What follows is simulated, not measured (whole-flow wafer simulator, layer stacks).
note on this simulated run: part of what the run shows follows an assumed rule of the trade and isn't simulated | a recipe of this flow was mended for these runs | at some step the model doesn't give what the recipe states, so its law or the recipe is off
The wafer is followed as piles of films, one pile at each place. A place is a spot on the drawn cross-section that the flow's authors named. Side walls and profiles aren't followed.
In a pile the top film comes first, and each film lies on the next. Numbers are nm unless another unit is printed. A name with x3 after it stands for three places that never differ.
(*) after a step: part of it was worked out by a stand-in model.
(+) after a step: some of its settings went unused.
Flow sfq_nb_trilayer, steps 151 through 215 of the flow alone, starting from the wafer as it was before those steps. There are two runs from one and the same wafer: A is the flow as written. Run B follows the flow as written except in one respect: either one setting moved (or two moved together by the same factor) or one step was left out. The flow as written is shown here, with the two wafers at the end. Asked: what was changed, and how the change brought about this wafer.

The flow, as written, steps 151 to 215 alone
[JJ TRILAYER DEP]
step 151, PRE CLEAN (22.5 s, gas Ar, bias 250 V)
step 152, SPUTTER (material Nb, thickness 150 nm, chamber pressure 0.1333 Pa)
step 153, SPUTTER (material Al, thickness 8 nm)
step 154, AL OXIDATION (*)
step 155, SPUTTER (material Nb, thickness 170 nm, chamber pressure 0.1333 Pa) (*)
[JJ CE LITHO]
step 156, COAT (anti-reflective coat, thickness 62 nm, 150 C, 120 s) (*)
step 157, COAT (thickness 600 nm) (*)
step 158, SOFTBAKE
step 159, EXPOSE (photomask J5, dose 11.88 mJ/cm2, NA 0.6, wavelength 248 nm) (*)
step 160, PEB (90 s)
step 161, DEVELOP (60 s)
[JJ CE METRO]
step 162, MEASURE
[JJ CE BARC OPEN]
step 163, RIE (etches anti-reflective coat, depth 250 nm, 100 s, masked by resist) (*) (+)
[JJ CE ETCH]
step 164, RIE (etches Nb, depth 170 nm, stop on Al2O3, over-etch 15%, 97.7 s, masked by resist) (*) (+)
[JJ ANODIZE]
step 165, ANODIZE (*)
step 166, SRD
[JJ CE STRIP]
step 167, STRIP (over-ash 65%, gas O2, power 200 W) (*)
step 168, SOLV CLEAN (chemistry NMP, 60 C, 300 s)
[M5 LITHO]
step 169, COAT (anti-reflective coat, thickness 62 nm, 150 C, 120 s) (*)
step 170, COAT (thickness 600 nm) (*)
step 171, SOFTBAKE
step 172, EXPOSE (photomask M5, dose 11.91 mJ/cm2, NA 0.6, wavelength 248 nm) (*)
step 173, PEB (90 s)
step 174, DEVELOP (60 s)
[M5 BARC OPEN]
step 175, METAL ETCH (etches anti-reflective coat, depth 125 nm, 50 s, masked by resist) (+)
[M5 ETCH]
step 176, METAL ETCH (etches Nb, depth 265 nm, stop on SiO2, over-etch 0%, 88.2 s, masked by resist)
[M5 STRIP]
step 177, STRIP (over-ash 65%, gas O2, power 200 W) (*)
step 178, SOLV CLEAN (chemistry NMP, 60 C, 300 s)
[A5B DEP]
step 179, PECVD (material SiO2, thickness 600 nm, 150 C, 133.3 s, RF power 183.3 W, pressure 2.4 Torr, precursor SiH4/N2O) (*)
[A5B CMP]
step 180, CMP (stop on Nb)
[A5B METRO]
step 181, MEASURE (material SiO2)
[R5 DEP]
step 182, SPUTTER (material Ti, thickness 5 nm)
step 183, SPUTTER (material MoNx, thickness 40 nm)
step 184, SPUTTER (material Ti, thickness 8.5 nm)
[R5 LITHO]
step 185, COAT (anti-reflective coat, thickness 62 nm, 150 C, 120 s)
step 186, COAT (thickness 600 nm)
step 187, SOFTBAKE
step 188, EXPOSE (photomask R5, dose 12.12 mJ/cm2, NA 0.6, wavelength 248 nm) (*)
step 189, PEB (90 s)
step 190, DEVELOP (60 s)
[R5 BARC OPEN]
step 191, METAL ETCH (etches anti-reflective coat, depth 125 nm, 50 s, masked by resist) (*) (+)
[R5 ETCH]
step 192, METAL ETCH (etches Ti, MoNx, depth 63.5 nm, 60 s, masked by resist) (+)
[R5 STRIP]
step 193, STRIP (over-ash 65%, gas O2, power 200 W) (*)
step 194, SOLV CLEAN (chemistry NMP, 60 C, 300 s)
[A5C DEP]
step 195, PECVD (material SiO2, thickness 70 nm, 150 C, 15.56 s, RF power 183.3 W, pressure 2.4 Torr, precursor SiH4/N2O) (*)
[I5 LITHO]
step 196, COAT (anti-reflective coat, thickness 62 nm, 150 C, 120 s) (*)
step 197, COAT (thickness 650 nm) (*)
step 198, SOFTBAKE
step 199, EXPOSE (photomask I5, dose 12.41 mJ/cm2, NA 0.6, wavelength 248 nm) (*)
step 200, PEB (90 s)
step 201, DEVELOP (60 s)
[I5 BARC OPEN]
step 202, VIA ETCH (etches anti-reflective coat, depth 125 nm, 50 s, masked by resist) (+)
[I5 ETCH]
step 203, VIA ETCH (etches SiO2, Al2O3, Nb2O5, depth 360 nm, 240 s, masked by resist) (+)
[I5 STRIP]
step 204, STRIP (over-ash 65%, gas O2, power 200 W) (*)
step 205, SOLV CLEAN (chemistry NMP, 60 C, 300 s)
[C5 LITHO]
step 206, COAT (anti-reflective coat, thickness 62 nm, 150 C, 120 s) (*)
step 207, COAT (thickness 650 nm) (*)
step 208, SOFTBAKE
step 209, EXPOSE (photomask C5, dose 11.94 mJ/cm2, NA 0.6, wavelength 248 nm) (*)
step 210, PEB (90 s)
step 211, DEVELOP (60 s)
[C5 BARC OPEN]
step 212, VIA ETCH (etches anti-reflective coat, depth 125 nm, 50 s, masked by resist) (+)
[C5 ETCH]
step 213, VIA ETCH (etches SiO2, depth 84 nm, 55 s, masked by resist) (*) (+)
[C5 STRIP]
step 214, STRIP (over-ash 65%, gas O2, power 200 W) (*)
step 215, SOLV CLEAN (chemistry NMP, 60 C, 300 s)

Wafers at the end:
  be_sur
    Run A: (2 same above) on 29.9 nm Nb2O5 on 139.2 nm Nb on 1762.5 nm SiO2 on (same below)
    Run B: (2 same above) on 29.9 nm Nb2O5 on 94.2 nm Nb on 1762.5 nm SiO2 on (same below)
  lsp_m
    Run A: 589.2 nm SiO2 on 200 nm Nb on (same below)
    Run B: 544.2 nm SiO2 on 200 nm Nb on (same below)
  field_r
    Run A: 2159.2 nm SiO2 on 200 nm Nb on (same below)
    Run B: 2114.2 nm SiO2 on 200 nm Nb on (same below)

Cause: step 152, SPUTTER: thickness 105 nm was run, though the flow has thickness 150 nm.

The path from the change to this, step by step:
  step 152, SPUTTER (material Nb, thickness 150 nm, chamber pressure 0.1333 Pa)
      field_l, v_sur, via_sp and 100 more: A Nb gains 150 (new film) | B Nb gains 105 (new film)
      via_wl, via_wr: A Nb gains 129.8 | B Nb gains 74.6
      (also at 1 further place)
  step 155, SPUTTER (material Nb, thickness 170 nm, chamber pressure 0.1333 Pa) (*)
      via_w: A Nb gains 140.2 (new film) | B Nb gains 143.5 (new film)
  step 156, COAT (anti-reflective coat, thickness 62 nm, 150 C, 120 s) (*)
      via_wl, via_wr: A anti-reflective coat gains 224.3 (new film) | B anti-reflective coat gains 250.7 (new film)
      via_w: A anti-reflective coat gains 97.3 (new film) | B anti-reflective coat gains 101.6 (new film)
  step 157, COAT (thickness 600 nm) (*)
      via_w: A KrF-resist-other-grade gains 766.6 (new film) | B KrF-resist-other-grade gains 750.4 (new film)
  step 161, DEVELOP (60 s)
      via_w: A KrF-resist-other-grade loses 764.9 (all of it) | B KrF-resist-other-grade loses 748.8 (all of it)
  step 163, RIE (etches anti-reflective coat, depth 250 nm, 100 s, masked by resist) (*) (+)
      via_wl, via_wr: A anti-reflective coat loses 224.3 (all of it) | B anti-reflective coat loses 250
      via_w: A anti-reflective coat loses 97.3 (all of it) | B anti-reflective coat loses 101.6 (all of it)
  step 164, RIE (etches Nb, depth 170 nm, stop on Al2O3, over-etch 15%, 97.7 s, masked by resist) (*) (+)
      via_wl, via_wr: A Nb loses 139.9 (all of it), Al2O3 loses 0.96 (all of it) | B anti-reflective coat loses 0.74 (all of it), Nb loses 139.7 (all of it), Al2O3 loses 0.96 (all of it)
      via_w: A Nb loses 140.2 (all of it), Al2O3 loses 0.96 (all of it) | B Nb loses 143.5 (all of it), Al2O3 loses 0.96 (all of it)
  step 169, COAT (anti-reflective coat, thickness 62 nm, 150 C, 120 s) (*)
      via_wl, via_wr: A anti-reflective coat gains 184 (new film) | B anti-reflective coat gains 194 (new film)
      via_w: A anti-reflective coat gains 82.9 (new film) | B anti-reflective coat gains 76.8 (new film)
  step 176, METAL ETCH (etches Nb, depth 265 nm, stop on SiO2, over-etch 0%, 88.2 s, masked by resist)
      field_l, res, r_end and 47 more: A Al2O3 loses 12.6 (all of it), Nb2O5 loses 29.9 (all of it), Nb loses 139.2 (all of it), SiO2 loses 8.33 | B Al2O3 loses 12.6 (all of it), Nb2O5 loses 29.9 (all of it), Nb loses 94.2 (all of it), SiO2 loses 12.8
      r_sur, wl_a_sl, wl_a_m6: A Al2O3 loses 12.5 (all of it), Nb2O5 loses 29.9 (all of it), Nb loses 139.2 (all of it), SiO2 loses 8.33 | B Al2O3 loses 12.5 (all of it), Nb2O5 loses 29.9 (all of it), Nb loses 94.2 (all of it), SiO2 loses 12.8
  step 177, STRIP (over-ash 65%, gas O2, power 200 W) (*)
      via_wl: A KrF-resist-other-grade loses 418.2 (all of it), anti-reflective coat loses 184 (all of it) | B KrF-resist-other-grade loses 419.5 (all of it), anti-reflective coat loses 194 (all of it)
      via_w: A KrF-resist-other-grade loses 509.5 (all of it), anti-reflective coat loses 82.9 (all of it) | B KrF-resist-other-grade loses 503.8 (all of it), anti-reflective coat loses 76.8 (all of it)
      (also at 1 further place)
  step 179, PECVD (material SiO2, thickness 600 nm, 150 C, 133.3 s, RF power 183.3 W, pressure 2.4 Torr, precursor SiH4/N2O) (*)
      via_wl, via_wr: A SiO2 gains 600 (new film) | B SiO2 gains 618.3 (new film)
  step 180, CMP (stop on Nb)
      field_l, lsp_m, ln_m6 and 44 more: A SiO2 loses 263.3 | B SiO2 loses 303.8
      r_sur, res, r_end, moat, field_r, lsp_l: A SiO2 loses 256.4 | B SiO2 loses 303.8
      (also at 3 further places)
